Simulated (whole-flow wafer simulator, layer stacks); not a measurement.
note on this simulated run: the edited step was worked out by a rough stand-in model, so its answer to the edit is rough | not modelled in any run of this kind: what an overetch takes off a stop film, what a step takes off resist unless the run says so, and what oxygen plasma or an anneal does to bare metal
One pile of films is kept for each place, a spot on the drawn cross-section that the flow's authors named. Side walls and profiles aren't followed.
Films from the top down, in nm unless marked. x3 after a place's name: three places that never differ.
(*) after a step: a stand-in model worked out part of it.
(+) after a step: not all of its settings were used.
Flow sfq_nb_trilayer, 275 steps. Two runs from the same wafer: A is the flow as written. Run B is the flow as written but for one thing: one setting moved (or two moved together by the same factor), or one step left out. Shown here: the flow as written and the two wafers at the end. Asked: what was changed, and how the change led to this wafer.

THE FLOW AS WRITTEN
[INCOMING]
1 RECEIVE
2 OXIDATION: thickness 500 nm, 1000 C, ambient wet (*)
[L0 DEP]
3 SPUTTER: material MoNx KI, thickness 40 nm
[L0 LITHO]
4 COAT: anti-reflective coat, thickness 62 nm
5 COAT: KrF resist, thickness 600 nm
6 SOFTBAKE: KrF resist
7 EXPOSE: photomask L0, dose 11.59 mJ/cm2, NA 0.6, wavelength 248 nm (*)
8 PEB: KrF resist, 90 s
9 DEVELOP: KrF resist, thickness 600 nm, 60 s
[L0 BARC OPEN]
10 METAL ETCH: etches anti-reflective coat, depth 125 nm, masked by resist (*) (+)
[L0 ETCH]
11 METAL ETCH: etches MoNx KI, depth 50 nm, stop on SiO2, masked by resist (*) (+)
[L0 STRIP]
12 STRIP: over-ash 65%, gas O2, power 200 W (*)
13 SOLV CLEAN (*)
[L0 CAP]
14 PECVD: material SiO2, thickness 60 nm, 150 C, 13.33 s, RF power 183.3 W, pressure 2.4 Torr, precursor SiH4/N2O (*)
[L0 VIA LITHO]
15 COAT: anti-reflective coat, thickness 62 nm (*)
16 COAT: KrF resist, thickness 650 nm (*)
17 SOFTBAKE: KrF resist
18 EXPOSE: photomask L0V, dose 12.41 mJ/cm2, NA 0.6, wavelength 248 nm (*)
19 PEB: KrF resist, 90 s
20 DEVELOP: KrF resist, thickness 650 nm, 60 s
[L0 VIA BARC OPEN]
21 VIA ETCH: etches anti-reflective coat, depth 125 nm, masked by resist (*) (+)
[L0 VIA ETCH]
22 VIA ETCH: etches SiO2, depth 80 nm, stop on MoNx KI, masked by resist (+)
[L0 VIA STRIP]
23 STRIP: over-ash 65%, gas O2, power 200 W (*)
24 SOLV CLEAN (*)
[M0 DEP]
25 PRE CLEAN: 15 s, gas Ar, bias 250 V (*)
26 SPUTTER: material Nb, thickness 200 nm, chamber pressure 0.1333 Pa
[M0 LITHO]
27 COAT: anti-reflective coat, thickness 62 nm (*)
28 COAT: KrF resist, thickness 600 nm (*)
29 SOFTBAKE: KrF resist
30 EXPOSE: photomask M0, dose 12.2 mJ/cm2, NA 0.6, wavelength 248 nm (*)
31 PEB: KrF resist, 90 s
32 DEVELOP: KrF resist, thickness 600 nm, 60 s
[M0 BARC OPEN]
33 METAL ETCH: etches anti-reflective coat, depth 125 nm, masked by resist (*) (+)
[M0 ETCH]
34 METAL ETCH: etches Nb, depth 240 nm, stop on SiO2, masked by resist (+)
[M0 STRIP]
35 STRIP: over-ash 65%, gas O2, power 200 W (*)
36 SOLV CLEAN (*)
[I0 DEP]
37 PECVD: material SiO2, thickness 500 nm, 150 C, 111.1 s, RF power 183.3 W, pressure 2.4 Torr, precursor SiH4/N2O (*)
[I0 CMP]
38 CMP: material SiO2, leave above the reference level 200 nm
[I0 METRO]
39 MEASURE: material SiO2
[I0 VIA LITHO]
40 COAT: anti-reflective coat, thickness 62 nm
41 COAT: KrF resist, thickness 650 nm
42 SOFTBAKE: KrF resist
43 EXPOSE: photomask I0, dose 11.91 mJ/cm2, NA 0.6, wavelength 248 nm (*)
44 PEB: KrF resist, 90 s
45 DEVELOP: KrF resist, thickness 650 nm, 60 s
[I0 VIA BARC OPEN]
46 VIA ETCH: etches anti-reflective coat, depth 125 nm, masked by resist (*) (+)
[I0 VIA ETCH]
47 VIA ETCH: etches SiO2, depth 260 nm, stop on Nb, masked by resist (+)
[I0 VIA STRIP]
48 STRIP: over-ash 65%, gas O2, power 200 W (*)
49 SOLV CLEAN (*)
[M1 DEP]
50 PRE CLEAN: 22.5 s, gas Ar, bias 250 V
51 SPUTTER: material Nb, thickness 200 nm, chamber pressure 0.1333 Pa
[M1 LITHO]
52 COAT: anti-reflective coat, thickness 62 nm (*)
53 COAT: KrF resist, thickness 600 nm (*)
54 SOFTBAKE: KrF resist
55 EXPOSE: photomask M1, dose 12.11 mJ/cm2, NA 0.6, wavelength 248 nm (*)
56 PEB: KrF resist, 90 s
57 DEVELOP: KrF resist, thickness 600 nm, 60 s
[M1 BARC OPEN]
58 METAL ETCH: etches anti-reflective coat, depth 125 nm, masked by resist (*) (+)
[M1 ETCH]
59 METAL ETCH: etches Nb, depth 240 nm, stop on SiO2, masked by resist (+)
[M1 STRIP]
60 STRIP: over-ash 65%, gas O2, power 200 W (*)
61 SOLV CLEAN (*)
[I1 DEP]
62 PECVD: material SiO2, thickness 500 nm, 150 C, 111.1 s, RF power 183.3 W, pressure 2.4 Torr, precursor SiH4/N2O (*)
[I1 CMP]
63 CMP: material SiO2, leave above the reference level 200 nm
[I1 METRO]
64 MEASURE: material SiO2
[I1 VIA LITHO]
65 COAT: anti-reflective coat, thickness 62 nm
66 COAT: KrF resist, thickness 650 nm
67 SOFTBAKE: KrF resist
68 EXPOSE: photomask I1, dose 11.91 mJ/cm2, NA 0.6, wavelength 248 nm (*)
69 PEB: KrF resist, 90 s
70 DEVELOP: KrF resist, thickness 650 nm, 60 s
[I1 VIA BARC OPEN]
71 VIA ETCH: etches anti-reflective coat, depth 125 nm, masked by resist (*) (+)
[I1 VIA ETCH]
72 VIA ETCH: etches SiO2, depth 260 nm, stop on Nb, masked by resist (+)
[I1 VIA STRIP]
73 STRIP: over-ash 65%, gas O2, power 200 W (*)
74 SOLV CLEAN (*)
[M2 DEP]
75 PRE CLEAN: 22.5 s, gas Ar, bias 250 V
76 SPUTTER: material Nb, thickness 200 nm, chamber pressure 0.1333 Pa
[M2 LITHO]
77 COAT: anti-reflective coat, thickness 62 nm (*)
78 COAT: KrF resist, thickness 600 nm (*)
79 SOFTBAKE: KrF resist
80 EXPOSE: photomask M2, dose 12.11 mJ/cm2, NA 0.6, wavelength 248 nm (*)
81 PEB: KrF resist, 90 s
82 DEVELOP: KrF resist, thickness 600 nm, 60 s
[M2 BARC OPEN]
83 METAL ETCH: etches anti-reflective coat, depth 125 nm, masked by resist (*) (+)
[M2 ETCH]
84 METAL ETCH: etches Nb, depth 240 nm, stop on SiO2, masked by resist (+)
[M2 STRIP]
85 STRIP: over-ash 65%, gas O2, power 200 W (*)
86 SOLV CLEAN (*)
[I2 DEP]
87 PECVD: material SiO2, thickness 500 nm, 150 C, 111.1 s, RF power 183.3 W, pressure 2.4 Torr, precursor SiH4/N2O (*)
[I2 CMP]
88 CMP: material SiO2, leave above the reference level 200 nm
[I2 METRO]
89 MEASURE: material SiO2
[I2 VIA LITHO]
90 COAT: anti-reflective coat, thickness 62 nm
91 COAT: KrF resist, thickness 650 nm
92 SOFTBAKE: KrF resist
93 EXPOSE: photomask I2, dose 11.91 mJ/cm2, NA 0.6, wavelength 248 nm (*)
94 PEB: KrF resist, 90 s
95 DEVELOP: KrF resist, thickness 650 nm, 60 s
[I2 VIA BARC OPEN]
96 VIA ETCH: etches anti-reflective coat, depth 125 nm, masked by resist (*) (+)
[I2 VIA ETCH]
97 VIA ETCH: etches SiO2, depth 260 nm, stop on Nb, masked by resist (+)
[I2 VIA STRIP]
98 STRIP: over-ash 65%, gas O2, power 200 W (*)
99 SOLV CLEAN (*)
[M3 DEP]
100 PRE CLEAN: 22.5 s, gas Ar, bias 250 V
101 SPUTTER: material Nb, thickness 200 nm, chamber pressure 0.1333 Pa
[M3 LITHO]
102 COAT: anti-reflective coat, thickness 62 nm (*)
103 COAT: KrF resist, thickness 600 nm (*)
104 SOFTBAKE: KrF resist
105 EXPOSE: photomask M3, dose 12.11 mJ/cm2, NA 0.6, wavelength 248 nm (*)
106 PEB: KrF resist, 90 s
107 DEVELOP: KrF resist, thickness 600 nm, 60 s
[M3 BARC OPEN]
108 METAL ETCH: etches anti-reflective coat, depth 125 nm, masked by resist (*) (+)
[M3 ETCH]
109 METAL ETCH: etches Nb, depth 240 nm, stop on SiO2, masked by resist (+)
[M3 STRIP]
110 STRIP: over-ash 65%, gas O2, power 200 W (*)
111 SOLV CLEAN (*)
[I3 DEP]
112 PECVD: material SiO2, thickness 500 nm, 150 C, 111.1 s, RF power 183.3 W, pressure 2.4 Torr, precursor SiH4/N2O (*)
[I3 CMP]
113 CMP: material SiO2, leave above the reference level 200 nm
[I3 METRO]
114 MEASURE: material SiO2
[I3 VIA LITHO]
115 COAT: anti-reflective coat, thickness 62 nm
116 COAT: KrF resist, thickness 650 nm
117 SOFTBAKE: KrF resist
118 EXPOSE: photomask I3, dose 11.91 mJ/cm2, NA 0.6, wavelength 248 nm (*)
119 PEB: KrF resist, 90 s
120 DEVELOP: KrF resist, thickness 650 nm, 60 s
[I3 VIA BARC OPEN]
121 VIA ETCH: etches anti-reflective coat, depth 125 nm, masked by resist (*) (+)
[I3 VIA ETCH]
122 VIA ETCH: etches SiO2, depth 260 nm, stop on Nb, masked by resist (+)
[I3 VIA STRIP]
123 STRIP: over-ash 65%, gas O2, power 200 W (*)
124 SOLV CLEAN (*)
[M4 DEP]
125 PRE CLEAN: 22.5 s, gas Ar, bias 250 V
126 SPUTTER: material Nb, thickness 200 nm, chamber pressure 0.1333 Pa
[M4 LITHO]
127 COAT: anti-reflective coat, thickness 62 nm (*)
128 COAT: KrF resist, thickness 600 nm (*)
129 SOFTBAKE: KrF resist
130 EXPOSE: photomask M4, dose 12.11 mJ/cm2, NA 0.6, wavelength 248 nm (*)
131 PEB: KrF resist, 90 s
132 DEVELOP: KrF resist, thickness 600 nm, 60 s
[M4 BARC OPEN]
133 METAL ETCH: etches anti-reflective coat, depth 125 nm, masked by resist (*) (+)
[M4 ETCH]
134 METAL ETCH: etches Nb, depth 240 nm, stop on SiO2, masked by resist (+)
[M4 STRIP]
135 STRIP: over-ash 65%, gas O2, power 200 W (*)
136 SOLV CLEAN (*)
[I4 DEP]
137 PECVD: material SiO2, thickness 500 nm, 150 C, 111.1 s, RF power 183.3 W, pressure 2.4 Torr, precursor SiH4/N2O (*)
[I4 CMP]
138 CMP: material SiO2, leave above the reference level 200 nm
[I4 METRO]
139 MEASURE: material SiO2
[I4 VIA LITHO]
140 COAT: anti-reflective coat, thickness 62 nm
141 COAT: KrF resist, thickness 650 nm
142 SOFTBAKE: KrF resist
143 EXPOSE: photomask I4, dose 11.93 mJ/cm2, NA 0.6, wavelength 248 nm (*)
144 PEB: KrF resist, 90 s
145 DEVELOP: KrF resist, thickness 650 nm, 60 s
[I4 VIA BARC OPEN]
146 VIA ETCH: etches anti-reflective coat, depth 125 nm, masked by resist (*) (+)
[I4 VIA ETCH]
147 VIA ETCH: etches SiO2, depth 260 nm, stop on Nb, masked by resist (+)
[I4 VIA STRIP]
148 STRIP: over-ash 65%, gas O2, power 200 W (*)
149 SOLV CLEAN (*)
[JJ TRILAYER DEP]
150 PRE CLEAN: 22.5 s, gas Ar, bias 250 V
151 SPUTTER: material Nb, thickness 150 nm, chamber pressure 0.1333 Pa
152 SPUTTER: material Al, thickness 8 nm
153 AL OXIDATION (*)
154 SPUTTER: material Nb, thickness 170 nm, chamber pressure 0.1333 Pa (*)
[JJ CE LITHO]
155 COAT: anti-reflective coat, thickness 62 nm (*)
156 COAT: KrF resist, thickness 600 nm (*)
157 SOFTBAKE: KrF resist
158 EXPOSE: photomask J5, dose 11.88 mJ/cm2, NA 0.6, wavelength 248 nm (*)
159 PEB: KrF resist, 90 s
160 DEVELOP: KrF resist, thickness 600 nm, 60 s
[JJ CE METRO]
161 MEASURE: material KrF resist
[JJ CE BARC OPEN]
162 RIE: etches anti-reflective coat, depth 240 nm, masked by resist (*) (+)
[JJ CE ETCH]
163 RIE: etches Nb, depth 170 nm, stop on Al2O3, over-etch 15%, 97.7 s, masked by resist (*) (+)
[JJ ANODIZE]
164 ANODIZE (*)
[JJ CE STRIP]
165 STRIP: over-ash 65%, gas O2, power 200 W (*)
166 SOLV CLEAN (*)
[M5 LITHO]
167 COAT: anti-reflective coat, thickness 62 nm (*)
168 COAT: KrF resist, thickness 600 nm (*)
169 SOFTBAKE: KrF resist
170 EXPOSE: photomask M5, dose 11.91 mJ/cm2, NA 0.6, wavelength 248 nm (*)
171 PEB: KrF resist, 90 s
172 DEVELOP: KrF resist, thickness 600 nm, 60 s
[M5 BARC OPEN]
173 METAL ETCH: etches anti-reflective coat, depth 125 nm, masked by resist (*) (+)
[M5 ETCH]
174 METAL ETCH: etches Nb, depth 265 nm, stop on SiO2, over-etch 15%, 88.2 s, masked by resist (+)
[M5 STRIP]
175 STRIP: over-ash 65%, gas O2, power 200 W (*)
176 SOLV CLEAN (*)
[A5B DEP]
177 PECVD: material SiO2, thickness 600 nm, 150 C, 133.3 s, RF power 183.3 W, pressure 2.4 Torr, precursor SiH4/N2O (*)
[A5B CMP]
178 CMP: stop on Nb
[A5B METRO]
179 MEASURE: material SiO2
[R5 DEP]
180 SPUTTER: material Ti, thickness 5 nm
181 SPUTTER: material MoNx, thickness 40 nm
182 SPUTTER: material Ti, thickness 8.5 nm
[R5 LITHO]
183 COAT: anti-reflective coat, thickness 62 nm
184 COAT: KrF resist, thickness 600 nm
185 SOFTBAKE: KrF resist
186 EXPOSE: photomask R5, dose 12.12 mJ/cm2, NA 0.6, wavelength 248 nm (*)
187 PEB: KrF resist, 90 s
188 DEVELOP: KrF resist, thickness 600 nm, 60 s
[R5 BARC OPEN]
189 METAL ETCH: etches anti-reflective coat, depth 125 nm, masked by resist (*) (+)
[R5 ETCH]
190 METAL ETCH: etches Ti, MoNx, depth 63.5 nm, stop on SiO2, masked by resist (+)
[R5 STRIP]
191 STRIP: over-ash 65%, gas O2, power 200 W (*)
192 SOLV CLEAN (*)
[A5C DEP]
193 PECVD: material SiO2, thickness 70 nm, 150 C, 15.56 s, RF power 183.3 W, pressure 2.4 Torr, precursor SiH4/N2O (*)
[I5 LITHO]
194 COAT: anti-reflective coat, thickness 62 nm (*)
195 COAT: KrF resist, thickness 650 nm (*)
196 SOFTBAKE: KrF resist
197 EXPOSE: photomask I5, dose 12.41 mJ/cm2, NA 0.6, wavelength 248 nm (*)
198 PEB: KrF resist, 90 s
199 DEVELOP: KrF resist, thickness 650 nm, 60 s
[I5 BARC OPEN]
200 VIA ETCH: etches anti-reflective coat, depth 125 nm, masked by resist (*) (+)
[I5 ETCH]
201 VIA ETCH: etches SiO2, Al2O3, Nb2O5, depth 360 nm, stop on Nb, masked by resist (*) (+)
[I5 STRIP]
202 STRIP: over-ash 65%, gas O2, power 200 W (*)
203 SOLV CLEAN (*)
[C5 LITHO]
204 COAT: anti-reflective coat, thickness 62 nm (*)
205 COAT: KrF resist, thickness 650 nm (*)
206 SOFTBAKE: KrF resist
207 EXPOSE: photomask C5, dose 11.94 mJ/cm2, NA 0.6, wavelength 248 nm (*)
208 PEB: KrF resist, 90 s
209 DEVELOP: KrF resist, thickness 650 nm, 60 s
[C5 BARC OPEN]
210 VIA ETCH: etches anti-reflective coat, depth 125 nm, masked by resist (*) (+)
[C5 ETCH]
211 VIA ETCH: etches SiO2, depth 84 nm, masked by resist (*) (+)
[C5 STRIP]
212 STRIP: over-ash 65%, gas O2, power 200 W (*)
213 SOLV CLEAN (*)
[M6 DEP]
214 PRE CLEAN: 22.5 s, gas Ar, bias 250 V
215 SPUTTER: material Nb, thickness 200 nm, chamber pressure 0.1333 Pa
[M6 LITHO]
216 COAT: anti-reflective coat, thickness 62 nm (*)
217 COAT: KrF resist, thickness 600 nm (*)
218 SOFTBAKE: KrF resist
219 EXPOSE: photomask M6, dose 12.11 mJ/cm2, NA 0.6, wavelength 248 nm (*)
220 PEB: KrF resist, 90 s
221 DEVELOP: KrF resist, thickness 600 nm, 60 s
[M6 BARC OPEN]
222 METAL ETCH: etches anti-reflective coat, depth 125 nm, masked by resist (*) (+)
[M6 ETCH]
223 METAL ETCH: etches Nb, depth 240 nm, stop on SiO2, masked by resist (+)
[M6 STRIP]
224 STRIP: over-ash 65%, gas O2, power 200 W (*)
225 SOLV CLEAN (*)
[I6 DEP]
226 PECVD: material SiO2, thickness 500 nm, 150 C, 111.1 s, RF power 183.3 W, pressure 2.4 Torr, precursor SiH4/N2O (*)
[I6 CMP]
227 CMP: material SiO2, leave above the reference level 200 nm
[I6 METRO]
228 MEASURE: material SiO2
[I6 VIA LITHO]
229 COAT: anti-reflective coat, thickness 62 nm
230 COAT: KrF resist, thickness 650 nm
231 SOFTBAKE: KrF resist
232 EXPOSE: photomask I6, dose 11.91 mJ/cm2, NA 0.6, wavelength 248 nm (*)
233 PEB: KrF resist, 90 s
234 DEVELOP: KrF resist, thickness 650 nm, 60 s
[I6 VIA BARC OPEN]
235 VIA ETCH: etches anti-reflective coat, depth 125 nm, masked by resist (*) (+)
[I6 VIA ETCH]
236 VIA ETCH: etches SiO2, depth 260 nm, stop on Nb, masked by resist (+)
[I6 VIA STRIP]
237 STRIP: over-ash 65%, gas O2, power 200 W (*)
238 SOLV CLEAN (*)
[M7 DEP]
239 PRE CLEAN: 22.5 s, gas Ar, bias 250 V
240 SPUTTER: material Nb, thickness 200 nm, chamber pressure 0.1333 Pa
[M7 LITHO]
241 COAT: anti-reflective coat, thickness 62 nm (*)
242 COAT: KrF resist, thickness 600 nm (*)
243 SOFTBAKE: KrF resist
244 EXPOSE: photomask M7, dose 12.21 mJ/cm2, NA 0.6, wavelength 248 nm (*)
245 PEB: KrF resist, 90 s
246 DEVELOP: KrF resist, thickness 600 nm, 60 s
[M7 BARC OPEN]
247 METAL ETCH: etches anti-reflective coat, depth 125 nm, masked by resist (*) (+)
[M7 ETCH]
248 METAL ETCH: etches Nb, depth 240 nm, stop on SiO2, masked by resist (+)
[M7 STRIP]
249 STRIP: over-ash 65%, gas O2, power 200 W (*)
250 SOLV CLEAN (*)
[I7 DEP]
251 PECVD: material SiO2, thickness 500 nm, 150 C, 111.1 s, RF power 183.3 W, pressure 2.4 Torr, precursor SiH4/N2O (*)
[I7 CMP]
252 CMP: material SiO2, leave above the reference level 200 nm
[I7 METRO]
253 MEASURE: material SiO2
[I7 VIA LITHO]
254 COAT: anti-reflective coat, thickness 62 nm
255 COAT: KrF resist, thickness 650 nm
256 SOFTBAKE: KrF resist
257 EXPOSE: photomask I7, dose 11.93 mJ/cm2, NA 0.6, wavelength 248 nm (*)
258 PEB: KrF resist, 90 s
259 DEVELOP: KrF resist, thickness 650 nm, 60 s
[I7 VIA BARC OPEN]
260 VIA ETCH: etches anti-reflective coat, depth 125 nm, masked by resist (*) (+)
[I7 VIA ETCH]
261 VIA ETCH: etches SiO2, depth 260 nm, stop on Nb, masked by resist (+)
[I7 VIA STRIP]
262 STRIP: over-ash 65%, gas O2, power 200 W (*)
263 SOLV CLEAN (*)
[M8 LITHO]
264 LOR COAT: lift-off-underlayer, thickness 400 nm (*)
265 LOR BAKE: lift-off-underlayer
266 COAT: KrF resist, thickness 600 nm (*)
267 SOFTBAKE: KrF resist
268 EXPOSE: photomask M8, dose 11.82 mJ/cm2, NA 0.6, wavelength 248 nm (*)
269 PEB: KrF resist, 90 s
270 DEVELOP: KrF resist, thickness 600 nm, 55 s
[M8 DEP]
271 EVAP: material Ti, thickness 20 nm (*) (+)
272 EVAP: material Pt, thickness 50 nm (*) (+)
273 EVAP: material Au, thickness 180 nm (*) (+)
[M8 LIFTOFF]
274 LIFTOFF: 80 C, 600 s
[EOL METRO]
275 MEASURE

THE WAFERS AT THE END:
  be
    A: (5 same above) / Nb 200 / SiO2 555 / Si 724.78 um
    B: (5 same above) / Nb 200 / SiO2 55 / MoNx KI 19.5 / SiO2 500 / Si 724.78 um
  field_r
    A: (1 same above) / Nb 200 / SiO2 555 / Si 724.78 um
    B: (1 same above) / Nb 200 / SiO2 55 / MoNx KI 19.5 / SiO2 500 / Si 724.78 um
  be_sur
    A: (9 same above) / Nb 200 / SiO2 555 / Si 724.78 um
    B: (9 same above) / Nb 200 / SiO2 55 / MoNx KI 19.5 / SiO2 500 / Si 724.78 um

The cause: step 11, METAL ETCH: depth 20.5 nm was run, where the flow has depth 50 nm.

How the change led to this, step by step:
  11 METAL ETCH: etches MoNx KI, depth 50 nm, stop on SiO2, masked by resist (*) (+)
      v_sur, via_wl, via_w and 97 more: A MoNx KI -40 (all of it) | B MoNx KI -20.5
      field_l, l0_sur, l0v, l0r_line_l, l0r_line_c, l0r_line_r: A KrF resist -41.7 | B KrF resist -17.1
  12 STRIP: over-ash 65%, gas O2, power 200 W (*)
      field_l, l0_sur, l0v, l0r_line_l, l0r_line_c, l0r_line_r: A KrF resist -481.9 (all of it), anti-reflective coat -62 (all of it) | B KrF resist -506.5 (all of it), anti-reflective coat -62 (all of it)
  14 PECVD: material SiO2, thickness 60 nm, 150 C, 13.33 s, RF power 183.3 W, pressure 2.4 Torr, precursor SiH4/N2O (*)
      v_sur, via_wl, via_w and 97 more: A SiO2 +60 | B SiO2 +60 (new film)
  15 COAT: anti-reflective coat, thickness 62 nm (*)
      l0r_line_l, l0r_line_c, l0r_line_r: A anti-reflective coat +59 (new film) | B anti-reflective coat +60.3 (new film)
      field_l: A anti-reflective coat +56.7 (new film) | B anti-reflective coat +59 (new film)
      (and at 4 more places)
  23 STRIP: over-ash 65%, gas O2, power 200 W (*)
      l0r_line_l, l0r_line_c, l0r_line_r: A KrF resist -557 (all of it), anti-reflective coat -59 (all of it) | B KrF resist -558.4 (all of it), anti-reflective coat -60.3 (all of it)
      field_l: A KrF resist -551.4 (all of it), anti-reflective coat -56.7 (all of it) | B KrF resist -555.6 (all of it), anti-reflective coat -59 (all of it)
      (and at 4 more places)
  27 COAT: anti-reflective coat, thickness 62 nm (*)
      l0r_line_l, l0r_line_c: A anti-reflective coat +59 (new film) | B anti-reflective coat +60.3 (new film)
      field_l: A anti-reflective coat +56.9 (new film) | B anti-reflective coat +59.2 (new film)
      (and at 5 more places)
  35 STRIP: over-ash 65%, gas O2, power 200 W (*)
      l0r_line_l, l0r_line_c: A KrF resist -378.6 (all of it), anti-reflective coat -59 (all of it) | B KrF resist -380.5 (all of it), anti-reflective coat -60.3 (all of it)
      field_l: A KrF resist -372.9 (all of it), anti-reflective coat -56.9 (all of it) | B KrF resist -377.5 (all of it), anti-reflective coat -59.2 (all of it)
      (and at 5 more places)
  38 CMP: material SiO2, leave above the reference level 200 nm
      field_l, l0_sur, l0r_line_l, l0r_line_c, l0r_line_r: A SiO2 -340 | B SiO2 -320.5
      l0v: A SiO2 -277.8 | B SiO2 -258.3
Counting metal films that touch as one body, be has 4 bodies (between them, from the top down: SiO2 503.2; SiO2 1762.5; SiO2 55); the flow as written gives 3 bodies (between them, from the top down: SiO2 503.2; SiO2 1762.5).
Counting metal films that touch as one body, field_r has 2 bodies (between them, from the top down: SiO2 55); the flow as written gives 1 body.
Counting metal films that touch as one body, be_sur has 5 bodies (between them, from the top down: SiO2 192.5; SiO2 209 / Al2O3 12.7 / Nb2O5 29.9; SiO2 1762.5; SiO2 55); the flow as written gives 4 bodies (between them, from the top down: SiO2 192.5; SiO2 209 / Al2O3 12.7 / Nb2O5 29.9; SiO2 1762.5).
